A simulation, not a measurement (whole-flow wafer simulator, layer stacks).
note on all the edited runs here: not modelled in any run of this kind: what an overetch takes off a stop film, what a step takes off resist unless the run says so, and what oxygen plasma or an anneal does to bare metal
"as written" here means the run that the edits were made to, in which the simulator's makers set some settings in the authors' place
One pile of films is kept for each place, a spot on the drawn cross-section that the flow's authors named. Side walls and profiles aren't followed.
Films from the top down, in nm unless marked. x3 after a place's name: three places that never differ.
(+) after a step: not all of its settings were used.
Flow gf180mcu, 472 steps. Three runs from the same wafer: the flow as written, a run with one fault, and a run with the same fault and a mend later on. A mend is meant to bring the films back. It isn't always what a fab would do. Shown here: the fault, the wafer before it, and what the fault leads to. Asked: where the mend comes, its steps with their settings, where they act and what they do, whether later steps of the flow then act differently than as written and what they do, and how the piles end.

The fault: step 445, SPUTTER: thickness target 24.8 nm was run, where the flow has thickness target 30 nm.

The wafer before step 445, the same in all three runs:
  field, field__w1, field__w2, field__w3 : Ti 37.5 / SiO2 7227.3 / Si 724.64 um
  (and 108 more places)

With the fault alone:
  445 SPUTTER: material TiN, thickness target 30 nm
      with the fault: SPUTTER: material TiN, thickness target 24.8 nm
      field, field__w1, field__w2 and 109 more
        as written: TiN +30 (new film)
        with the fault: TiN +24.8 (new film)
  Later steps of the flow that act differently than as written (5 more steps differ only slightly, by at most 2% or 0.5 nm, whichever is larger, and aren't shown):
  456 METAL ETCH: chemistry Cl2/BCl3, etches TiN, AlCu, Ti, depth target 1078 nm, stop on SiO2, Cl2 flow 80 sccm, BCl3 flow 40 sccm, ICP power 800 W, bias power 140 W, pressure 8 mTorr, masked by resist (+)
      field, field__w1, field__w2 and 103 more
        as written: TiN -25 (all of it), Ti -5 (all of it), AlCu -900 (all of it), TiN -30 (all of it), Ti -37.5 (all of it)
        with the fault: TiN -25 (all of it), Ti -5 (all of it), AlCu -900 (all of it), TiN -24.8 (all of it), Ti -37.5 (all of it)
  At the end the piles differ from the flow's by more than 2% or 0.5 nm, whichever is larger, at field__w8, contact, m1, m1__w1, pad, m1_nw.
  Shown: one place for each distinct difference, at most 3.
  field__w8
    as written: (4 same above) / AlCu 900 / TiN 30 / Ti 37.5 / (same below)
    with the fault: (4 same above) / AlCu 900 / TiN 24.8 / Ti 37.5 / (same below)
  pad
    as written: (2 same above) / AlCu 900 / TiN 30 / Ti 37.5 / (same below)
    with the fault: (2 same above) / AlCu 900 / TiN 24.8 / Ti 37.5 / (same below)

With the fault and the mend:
  The mend comes after step 445.
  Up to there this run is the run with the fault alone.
  445a SPUTTER: material TiN, thickness target 5.2 nm (the flow's step 445 once more, with other settings)
      field, field__w1, field__w2 and 109 more
        TiN +5.2
  No later step of the flow acts differently than as written at any place that is followed.
  At the end the piles are the same as the flow's at every place that both follow.
